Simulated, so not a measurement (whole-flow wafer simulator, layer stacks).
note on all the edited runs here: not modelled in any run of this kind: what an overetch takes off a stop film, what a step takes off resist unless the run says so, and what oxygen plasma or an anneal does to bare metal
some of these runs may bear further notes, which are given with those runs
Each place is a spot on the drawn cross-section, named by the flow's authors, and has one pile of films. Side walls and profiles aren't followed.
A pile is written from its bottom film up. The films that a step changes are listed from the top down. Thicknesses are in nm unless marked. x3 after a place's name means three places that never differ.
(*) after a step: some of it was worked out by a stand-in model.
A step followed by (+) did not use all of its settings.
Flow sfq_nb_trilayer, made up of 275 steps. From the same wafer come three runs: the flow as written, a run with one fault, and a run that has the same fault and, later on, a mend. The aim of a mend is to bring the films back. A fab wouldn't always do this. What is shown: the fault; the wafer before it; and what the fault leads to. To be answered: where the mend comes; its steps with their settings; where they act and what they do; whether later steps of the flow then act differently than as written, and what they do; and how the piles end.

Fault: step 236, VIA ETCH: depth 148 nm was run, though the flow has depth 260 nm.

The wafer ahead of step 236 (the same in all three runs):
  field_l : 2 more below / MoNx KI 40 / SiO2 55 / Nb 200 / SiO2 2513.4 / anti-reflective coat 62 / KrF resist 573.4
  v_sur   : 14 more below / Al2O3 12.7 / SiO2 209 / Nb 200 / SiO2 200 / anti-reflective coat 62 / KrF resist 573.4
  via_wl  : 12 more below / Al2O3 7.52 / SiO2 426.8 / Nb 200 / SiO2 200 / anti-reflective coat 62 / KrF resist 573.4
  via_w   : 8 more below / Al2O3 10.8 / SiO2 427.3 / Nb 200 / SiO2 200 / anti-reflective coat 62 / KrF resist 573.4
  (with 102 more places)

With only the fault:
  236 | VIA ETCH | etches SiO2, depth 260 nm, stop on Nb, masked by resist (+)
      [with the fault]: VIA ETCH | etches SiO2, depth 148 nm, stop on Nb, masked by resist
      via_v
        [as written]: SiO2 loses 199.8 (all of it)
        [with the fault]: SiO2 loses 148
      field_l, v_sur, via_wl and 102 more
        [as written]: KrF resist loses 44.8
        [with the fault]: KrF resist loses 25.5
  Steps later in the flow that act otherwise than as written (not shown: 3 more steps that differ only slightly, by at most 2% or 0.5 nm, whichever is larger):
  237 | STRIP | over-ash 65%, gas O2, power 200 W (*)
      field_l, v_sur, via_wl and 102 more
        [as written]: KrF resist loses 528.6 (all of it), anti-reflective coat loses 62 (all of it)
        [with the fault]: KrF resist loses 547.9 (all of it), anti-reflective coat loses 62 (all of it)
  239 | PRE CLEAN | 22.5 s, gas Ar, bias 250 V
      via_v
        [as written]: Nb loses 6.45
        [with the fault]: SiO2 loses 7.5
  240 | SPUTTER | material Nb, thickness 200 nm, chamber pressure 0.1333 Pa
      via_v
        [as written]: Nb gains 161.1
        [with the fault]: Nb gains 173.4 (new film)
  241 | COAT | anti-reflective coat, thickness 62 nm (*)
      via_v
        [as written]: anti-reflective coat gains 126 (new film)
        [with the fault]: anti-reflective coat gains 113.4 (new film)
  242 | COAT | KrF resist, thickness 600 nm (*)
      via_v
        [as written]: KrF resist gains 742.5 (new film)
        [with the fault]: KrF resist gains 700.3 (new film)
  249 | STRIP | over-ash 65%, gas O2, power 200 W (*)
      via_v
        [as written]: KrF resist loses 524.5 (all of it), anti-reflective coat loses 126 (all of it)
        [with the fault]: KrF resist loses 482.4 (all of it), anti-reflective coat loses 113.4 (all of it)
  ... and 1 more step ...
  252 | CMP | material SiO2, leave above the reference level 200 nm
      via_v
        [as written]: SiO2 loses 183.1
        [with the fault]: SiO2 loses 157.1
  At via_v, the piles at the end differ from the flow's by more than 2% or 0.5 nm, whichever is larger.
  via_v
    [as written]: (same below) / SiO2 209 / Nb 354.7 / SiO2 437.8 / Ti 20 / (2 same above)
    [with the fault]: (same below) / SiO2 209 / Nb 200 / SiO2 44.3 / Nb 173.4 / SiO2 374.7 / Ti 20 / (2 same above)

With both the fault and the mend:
  The mend stands after step 236.
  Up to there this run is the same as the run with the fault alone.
  236a | VIA ETCH | etches SiO2, depth 112 nm, stop on Nb, masked by resist (+) (a further turn of the flow's step 236, with different settings)
      field_l, v_sur, via_wl and 102 more
        KrF resist loses 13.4
      via_v
        SiO2 loses 51.8 (all of it)
  Later steps of the flow that are run all act as written at every place that is followed, up to a difference of at most 2% or 0.5 nm, whichever is larger.
  At every place that both follow, the piles at the end match the flow's.
